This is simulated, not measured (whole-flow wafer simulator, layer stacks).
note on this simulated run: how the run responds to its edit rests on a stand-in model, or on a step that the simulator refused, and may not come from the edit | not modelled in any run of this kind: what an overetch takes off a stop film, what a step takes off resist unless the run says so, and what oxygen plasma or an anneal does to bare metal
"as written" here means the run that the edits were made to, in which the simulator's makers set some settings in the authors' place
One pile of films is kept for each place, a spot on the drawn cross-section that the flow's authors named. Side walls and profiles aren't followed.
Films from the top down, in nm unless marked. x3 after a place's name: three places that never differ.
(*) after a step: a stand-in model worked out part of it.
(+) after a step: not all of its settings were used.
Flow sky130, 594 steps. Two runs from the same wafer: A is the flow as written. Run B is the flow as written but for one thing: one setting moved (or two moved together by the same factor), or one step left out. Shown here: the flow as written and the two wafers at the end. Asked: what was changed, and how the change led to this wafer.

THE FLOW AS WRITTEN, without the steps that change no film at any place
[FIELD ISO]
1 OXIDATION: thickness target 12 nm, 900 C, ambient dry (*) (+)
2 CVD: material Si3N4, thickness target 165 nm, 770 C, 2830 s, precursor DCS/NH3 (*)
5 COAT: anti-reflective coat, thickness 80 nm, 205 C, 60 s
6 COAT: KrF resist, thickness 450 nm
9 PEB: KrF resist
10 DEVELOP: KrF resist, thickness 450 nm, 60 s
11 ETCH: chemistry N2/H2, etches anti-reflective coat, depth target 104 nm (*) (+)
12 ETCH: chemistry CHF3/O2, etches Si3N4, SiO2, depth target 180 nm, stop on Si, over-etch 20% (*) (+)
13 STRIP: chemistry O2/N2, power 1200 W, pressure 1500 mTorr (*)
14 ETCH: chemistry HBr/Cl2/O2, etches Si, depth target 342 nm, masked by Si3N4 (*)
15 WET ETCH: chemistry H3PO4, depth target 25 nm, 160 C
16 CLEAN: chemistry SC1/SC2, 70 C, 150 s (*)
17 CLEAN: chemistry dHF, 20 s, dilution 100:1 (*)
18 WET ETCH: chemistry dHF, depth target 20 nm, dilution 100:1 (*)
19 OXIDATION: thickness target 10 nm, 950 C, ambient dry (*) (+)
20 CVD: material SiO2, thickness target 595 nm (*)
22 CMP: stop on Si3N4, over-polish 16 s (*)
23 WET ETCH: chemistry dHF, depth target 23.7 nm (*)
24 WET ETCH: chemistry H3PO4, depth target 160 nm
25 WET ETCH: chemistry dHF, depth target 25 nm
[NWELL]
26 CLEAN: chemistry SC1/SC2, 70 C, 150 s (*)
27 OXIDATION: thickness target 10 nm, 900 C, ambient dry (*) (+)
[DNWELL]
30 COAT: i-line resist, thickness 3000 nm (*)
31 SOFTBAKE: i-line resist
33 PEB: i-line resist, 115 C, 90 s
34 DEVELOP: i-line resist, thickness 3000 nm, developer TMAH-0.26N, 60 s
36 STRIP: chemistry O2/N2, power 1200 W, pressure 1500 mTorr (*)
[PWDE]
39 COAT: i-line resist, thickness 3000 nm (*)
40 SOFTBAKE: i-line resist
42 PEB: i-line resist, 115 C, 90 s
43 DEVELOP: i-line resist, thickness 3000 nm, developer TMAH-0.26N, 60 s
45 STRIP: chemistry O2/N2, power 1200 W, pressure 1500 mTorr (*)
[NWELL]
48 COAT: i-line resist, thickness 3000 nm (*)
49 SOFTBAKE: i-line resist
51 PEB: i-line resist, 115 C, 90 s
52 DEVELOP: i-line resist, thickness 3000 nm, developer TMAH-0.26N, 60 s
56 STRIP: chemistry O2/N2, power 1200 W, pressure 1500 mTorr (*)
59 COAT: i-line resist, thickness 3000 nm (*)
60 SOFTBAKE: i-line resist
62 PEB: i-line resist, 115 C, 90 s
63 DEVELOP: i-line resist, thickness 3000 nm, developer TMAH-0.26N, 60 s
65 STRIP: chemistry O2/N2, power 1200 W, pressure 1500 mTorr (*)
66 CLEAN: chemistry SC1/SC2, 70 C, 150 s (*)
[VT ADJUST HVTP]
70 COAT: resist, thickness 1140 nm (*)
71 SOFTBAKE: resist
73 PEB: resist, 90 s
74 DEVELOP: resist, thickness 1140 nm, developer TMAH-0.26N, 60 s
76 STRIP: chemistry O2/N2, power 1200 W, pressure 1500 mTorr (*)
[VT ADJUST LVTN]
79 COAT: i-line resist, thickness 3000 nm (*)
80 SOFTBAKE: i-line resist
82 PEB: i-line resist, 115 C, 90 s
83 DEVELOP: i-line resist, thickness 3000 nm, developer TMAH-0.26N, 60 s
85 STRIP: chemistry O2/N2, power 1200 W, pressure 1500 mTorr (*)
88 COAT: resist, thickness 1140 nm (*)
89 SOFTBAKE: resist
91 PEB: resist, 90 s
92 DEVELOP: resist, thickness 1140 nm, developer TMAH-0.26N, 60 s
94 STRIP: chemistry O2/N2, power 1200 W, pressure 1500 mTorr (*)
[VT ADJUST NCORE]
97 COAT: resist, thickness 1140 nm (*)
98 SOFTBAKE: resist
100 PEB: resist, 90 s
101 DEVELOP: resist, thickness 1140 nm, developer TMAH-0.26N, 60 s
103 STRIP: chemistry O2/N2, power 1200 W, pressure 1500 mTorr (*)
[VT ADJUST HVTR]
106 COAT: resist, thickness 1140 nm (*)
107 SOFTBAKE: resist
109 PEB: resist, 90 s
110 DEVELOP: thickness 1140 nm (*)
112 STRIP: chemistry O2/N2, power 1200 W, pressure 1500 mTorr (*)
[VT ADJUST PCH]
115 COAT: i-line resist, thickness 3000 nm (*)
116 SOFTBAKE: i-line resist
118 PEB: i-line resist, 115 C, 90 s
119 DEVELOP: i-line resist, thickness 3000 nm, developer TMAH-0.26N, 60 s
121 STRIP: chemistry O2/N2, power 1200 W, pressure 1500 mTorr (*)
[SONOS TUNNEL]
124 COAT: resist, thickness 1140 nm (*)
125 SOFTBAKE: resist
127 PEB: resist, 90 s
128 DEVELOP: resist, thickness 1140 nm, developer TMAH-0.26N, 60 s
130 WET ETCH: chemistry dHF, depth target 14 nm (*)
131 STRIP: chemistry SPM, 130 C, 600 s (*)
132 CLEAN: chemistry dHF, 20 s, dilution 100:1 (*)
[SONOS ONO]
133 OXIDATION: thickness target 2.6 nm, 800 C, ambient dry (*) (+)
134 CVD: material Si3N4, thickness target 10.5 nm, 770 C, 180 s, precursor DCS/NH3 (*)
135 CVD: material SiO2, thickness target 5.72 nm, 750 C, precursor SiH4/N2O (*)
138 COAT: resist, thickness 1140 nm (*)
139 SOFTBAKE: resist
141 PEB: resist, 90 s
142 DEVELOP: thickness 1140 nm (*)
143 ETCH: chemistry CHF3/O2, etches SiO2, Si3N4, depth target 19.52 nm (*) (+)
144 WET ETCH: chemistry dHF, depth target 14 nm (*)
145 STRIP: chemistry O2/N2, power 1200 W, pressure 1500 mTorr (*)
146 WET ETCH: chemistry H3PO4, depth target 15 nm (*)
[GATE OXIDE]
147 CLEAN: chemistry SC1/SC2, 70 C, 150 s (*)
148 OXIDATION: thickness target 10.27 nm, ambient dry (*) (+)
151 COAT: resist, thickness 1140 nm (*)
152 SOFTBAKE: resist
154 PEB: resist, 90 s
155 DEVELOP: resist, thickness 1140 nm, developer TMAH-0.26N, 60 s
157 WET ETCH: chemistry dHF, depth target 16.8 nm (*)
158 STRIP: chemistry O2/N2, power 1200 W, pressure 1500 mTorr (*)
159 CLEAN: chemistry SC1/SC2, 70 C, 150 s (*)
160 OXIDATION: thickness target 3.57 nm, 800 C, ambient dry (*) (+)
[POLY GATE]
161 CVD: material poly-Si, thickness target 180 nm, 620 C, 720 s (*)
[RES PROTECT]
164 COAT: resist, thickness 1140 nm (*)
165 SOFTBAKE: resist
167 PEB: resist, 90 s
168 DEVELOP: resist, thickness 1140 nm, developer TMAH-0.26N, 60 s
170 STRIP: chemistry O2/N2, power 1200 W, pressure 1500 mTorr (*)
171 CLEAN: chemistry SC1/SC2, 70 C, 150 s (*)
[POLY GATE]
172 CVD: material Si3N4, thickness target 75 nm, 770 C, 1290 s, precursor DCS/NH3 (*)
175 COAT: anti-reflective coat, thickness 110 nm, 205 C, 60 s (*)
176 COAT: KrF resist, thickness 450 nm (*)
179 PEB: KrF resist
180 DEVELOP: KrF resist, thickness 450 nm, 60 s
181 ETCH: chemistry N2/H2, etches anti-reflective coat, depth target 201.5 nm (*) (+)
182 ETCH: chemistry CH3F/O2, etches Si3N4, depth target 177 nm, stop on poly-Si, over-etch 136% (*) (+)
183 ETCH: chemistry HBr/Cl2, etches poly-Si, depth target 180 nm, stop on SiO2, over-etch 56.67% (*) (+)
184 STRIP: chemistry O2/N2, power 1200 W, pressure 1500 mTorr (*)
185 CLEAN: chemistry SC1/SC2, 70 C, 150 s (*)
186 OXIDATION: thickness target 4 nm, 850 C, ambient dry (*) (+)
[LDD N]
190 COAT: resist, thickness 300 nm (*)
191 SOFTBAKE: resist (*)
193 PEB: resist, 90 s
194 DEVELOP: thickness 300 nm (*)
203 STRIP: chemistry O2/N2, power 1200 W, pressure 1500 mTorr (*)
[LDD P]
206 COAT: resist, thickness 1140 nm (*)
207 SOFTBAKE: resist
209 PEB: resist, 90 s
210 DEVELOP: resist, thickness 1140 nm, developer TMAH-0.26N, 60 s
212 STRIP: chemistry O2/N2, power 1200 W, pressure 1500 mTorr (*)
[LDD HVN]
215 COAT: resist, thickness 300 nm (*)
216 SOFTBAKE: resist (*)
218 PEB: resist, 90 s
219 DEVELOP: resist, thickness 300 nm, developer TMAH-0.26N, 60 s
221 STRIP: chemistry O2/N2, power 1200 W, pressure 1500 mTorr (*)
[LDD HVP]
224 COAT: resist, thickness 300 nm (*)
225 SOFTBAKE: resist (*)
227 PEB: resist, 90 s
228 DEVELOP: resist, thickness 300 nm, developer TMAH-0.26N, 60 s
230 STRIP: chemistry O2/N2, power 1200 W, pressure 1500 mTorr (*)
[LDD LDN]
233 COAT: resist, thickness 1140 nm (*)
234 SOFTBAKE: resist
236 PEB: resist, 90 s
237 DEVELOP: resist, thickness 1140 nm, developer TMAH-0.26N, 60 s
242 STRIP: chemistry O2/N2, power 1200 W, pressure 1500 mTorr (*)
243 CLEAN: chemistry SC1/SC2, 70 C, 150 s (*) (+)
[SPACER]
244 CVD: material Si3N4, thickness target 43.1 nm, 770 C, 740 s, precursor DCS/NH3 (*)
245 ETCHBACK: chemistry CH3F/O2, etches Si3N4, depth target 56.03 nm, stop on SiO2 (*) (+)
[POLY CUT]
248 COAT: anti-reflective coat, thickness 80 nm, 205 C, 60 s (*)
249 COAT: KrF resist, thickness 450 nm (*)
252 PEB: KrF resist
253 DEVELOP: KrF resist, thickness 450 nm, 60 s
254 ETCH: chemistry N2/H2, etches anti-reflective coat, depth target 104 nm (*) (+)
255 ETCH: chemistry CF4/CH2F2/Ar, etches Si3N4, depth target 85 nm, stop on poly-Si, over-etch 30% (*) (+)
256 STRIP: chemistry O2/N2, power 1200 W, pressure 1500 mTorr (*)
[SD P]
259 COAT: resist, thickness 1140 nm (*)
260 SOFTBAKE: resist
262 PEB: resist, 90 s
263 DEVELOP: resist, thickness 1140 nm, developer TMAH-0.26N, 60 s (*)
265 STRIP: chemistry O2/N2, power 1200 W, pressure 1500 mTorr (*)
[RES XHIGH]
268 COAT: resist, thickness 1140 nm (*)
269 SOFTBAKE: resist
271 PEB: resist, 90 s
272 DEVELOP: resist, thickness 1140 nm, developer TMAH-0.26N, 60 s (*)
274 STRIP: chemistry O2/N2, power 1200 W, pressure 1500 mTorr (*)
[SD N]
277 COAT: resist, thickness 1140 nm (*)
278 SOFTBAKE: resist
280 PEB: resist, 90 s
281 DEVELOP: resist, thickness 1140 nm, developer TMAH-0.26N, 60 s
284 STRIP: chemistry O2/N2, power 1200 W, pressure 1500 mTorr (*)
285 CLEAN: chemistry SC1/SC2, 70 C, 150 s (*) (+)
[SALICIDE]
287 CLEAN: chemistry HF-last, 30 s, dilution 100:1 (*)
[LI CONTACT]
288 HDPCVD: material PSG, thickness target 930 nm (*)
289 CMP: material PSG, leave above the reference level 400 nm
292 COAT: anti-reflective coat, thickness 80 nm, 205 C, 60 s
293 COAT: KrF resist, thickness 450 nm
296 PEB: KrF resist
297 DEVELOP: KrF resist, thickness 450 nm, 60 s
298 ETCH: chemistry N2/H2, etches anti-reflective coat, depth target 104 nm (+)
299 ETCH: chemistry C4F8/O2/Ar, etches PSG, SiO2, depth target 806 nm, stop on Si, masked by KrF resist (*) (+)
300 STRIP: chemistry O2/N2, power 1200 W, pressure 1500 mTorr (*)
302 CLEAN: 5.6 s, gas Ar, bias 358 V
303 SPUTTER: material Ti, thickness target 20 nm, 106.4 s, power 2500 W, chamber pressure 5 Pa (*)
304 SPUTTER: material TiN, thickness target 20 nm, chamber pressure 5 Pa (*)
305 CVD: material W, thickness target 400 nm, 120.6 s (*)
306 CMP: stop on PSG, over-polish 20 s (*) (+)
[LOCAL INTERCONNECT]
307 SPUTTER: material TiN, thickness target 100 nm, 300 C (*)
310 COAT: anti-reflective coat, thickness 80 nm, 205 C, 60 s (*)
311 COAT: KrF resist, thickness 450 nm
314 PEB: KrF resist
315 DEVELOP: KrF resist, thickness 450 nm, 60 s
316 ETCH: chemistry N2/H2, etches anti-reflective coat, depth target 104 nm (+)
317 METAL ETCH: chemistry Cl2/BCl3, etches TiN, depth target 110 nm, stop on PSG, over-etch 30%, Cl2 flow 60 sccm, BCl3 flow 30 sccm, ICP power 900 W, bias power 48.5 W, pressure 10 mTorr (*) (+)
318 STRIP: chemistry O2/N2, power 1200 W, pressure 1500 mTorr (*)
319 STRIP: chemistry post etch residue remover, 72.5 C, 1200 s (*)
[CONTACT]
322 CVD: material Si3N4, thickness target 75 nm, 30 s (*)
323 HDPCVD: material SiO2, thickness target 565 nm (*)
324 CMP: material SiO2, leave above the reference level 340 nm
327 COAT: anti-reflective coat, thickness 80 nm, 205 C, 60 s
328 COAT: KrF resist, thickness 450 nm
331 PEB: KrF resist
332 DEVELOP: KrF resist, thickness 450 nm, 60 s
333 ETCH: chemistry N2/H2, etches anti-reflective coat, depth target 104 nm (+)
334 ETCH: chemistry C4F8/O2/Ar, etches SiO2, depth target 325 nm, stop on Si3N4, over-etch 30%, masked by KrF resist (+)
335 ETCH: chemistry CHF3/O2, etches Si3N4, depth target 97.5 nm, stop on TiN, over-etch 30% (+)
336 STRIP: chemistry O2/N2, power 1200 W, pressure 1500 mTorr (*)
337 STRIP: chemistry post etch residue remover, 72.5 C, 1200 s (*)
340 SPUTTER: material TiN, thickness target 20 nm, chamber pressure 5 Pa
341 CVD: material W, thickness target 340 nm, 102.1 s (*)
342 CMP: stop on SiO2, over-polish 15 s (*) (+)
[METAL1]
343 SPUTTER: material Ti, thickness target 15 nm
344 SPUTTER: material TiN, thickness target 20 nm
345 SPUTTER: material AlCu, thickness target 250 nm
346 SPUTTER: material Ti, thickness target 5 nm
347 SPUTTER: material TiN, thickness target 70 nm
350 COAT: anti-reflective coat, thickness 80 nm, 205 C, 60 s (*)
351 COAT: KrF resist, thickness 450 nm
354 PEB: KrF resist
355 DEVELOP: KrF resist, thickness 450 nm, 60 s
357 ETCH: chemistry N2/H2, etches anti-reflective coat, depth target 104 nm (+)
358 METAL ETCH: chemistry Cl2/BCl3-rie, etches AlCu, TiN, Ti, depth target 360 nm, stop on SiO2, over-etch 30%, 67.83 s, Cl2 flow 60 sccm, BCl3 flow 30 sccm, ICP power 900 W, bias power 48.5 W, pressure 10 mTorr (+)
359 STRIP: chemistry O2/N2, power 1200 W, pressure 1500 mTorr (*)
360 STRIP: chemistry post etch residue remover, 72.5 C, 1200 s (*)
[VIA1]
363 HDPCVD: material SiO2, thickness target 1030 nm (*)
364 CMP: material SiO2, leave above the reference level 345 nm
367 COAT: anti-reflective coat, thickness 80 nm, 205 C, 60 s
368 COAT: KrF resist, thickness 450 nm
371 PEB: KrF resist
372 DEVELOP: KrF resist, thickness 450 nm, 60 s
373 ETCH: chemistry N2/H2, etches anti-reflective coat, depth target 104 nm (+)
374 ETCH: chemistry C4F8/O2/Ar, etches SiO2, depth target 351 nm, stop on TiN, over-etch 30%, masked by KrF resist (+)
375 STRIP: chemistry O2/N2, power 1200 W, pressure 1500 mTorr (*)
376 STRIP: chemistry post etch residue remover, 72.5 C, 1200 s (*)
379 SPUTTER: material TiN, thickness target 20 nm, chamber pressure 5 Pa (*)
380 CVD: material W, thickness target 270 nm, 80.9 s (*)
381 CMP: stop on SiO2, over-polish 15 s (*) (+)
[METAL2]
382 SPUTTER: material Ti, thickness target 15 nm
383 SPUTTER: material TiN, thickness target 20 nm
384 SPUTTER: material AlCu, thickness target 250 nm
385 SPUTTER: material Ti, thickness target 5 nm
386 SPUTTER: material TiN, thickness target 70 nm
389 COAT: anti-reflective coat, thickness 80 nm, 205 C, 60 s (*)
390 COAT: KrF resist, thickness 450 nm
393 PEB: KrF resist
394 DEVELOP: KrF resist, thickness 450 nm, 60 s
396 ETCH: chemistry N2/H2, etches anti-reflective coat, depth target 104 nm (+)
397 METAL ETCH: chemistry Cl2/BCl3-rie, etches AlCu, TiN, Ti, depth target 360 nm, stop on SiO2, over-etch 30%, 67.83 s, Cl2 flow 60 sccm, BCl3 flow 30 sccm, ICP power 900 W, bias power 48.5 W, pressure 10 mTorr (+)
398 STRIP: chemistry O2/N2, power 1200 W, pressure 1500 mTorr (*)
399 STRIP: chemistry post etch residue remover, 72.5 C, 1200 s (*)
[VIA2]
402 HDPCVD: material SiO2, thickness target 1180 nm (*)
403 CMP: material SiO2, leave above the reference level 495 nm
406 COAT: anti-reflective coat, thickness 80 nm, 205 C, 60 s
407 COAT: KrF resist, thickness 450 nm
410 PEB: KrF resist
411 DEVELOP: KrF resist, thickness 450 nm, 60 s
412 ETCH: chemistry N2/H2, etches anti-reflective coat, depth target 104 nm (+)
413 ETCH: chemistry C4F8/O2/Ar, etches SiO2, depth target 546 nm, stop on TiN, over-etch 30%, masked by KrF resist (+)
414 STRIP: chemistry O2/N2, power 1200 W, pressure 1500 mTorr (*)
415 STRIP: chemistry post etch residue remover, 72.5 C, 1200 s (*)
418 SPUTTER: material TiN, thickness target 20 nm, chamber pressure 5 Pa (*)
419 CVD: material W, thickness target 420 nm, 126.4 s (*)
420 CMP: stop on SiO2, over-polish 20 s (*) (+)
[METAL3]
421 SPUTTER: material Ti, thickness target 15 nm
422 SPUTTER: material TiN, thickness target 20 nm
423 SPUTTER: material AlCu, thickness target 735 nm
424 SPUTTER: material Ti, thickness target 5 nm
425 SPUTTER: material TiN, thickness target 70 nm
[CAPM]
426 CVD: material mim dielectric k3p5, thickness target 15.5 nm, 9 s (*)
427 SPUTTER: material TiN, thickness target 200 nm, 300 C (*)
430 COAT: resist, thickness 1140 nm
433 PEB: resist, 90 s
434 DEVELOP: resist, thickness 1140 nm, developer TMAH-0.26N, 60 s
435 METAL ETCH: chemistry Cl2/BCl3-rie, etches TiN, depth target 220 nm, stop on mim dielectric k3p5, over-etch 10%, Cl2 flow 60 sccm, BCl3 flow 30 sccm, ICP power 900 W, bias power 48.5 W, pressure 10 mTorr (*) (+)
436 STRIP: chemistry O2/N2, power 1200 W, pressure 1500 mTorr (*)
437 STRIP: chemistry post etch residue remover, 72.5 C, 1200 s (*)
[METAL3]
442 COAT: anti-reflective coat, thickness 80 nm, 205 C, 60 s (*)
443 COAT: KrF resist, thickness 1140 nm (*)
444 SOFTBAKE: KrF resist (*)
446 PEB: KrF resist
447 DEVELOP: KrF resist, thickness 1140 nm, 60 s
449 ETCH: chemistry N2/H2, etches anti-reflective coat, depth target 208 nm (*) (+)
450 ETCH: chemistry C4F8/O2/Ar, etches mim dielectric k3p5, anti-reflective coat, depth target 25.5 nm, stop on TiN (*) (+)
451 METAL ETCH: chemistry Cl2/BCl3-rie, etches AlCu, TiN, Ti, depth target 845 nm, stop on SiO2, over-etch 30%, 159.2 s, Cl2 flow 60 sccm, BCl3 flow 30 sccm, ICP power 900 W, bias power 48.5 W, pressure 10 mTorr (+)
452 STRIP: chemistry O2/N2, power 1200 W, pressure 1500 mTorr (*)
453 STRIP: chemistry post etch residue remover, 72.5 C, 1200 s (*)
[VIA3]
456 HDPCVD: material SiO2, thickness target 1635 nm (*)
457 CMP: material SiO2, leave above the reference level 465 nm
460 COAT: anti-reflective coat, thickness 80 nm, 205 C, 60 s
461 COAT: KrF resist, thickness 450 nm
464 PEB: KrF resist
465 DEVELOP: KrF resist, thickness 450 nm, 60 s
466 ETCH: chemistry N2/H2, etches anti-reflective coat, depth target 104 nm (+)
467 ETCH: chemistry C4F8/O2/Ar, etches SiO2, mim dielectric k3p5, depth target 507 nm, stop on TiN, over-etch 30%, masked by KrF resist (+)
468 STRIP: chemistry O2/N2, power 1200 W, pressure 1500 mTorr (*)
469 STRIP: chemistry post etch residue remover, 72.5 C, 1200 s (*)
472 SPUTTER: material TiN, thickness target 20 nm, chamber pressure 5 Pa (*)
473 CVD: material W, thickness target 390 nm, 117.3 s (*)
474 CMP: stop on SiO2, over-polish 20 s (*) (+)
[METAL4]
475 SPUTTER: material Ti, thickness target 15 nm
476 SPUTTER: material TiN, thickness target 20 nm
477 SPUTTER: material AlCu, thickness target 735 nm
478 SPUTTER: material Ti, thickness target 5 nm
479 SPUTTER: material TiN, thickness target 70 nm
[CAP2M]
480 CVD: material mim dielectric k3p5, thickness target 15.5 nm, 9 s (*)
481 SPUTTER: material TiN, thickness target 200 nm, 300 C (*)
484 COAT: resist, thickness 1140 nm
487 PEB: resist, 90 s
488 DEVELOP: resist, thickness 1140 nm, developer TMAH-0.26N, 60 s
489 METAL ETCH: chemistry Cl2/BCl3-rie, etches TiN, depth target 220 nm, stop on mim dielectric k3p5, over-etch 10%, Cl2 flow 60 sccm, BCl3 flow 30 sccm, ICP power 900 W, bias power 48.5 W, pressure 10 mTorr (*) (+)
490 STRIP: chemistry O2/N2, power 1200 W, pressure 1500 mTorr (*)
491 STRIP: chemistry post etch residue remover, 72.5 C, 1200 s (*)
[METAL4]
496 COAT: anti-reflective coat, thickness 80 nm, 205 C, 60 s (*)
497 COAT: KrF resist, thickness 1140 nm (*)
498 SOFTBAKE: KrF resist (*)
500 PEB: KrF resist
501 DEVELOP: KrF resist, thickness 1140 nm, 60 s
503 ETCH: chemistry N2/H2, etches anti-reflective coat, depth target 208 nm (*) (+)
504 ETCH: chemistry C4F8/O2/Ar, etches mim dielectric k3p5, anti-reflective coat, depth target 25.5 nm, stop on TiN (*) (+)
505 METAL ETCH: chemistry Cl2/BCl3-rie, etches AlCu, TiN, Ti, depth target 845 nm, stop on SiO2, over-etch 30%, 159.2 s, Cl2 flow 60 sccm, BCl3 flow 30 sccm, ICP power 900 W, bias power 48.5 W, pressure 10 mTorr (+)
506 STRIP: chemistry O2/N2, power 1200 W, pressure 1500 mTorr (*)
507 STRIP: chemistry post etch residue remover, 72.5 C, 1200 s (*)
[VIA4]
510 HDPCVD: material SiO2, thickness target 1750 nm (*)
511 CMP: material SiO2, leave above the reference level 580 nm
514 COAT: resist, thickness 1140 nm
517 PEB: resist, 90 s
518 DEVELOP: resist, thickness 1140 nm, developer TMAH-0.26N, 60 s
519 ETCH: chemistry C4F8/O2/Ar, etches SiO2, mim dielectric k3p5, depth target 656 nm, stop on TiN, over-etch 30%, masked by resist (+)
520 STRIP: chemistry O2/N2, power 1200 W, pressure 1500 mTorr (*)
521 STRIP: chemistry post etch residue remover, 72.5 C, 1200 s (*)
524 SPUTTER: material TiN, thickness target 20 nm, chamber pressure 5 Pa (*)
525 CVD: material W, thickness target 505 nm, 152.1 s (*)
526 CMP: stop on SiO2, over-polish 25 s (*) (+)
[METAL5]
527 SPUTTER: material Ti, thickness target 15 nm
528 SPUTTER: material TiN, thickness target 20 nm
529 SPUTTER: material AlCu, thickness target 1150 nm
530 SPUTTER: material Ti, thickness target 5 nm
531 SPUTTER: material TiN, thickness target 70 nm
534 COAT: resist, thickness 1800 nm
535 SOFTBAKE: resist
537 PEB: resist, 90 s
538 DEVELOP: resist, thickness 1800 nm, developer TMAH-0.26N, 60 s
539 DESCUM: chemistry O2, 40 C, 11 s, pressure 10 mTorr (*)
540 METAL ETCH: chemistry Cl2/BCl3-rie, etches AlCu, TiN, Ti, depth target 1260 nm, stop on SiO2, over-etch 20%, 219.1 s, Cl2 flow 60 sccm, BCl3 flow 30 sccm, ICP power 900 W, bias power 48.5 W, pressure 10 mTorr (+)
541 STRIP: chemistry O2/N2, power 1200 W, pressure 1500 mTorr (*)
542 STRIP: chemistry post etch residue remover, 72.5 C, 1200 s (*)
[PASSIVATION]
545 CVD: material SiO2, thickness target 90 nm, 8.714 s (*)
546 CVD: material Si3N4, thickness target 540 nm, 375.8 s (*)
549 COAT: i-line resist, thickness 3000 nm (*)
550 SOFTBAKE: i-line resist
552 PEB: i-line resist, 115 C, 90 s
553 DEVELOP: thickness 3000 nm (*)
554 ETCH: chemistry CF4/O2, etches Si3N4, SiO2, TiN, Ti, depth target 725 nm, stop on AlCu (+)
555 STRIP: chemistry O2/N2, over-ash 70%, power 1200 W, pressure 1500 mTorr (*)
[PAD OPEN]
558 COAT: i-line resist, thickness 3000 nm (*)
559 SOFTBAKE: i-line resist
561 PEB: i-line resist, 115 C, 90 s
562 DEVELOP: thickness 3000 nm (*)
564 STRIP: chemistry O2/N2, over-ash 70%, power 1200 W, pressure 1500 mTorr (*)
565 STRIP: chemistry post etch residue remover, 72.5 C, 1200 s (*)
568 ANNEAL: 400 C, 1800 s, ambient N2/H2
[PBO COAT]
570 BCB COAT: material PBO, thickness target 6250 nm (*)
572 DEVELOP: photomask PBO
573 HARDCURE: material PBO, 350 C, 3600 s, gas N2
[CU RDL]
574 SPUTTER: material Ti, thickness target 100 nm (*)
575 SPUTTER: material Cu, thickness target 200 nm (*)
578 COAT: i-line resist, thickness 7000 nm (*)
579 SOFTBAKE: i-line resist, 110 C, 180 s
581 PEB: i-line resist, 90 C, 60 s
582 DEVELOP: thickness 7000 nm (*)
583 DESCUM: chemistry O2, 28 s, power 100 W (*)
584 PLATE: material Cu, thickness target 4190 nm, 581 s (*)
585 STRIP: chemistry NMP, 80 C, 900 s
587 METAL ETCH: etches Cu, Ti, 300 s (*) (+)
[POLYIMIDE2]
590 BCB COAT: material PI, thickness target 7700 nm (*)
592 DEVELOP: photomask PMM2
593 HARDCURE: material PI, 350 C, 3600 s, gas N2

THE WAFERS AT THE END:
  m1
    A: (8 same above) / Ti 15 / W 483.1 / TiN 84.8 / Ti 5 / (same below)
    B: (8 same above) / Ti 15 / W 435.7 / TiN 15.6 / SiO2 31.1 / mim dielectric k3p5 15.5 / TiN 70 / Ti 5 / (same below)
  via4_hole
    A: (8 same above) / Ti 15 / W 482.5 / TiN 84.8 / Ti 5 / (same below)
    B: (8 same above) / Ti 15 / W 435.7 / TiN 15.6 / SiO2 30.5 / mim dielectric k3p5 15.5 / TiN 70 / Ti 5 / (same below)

The cause: step 519, ETCH: depth target 459 nm was run, where the flow has depth target 656 nm.

How the change led to this, step by step:
  519 ETCH: chemistry C4F8/O2/Ar, etches SiO2, mim dielectric k3p5, depth target 656 nm, stop on TiN, over-etch 30%, masked by resist (+)
      m1: A SiO2 -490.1 (all of it), mim dielectric k3p5 -15.5 (all of it) | B SiO2 -459
      via4_hole: A SiO2 -489.5 (all of it), mim dielectric k3p5 -15.5 (all of it) | B SiO2 -459
      (and at 191 more places)
  520 STRIP: chemistry O2/N2, power 1200 W, pressure 1500 mTorr (*)
      field, active, n_well and 188 more: A resist -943 (all of it) | B resist -982.4 (all of it)
  524 SPUTTER: material TiN, thickness target 20 nm, chamber pressure 5 Pa (*)
      m1, via4_hole: A TiN +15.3 | B TiN +15.6 (new film)
  525 CVD: material W, thickness target 505 nm, 152.1 s (*)
      m1: A W +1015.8 (new film) | B W +968.4 (new film)
      via4_hole: A W +1015.2 (new film) | B W +968.4 (new film)
Counting metal films that touch as one body, m1 has 3 bodies (between them, from the top down: SiO2 31.1 / mim dielectric k3p5 15.5; SiO2 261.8 / Si3N4 75); the flow as written gives 2 bodies (between them, from the top down: SiO2 261.8 / Si3N4 75).
Counting metal films that touch as one body, via4_hole has 2 bodies (between them, from the top down: SiO2 30.5 / mim dielectric k3p5 15.5); the flow as written gives 1 body.
